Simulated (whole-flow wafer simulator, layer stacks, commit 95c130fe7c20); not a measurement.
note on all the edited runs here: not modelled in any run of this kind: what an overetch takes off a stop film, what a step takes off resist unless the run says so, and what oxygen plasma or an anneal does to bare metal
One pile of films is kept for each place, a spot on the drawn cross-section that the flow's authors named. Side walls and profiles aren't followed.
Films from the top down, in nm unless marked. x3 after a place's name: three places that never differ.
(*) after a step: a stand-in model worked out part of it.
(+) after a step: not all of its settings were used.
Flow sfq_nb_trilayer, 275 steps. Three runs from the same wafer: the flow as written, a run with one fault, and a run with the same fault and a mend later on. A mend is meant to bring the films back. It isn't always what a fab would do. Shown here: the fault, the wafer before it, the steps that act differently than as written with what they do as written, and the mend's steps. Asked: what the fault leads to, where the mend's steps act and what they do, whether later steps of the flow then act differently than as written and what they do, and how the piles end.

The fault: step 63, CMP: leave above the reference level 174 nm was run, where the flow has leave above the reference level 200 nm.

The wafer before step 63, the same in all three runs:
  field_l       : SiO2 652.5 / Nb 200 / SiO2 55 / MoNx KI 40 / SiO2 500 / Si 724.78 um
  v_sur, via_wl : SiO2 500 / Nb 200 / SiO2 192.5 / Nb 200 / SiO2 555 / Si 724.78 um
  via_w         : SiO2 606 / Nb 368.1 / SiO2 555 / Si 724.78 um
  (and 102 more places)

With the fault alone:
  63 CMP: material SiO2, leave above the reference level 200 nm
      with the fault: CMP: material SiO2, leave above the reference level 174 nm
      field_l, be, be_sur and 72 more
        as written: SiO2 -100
        with the fault: SiO2 -126
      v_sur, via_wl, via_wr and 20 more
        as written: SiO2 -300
        with the fault: SiO2 -326
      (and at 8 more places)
  Later steps of the flow that act differently than as written (5 more steps differ only slightly, by at most 2% or 0.5 nm, whichever is larger, and aren't shown):
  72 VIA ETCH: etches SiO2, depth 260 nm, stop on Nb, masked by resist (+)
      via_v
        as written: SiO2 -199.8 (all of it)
        with the fault: SiO2 -173.8 (all of it)
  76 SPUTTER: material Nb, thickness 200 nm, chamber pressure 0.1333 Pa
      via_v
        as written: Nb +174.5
        with the fault: Nb +179.9
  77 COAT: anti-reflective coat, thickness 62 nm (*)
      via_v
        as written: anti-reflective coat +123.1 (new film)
        with the fault: anti-reflective coat +116 (new film)
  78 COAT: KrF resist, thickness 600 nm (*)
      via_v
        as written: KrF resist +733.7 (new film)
        with the fault: KrF resist +713.3 (new film)
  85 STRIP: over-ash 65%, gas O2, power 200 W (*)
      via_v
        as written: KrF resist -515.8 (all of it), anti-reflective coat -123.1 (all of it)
        with the fault: KrF resist -495.4 (all of it), anti-reflective coat -116 (all of it)
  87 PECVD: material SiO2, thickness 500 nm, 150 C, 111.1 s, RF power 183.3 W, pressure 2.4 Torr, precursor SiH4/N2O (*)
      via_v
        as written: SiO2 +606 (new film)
        with the fault: SiO2 +550.1 (new film)
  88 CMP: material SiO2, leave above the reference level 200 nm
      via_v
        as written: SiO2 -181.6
        with the fault: SiO2 -157.1
  At the end the piles differ from the flow's by more than 2% or 0.5 nm, whichever is larger, at v_sur, via_wl, via_w and 29 more.
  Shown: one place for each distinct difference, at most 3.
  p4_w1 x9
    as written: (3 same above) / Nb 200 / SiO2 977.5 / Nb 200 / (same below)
    with the fault: (3 same above) / Nb 200 / SiO2 951.5 / Nb 200 / (same below)
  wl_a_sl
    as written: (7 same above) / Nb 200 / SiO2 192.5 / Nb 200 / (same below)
    with the fault: (7 same above) / Nb 200 / SiO2 166.5 / Nb 200 / (same below)
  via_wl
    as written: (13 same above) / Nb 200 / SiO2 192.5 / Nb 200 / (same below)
    with the fault: (13 same above) / Nb 200 / SiO2 166.5 / Nb 200 / (same below)

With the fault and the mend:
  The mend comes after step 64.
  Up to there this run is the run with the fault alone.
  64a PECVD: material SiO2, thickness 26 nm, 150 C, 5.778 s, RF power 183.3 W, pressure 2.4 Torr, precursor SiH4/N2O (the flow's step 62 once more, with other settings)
      field_l, v_sur, via_wl and 103 more
        SiO2 +26
  No later step of the flow acts differently than as written, at any place that is followed, by more than 2% or 0.5 nm, whichever is larger.
  At the end the piles differ from the flow's only slightly at the places that both follow, by at most 2% or 0.5 nm, whichever is larger.
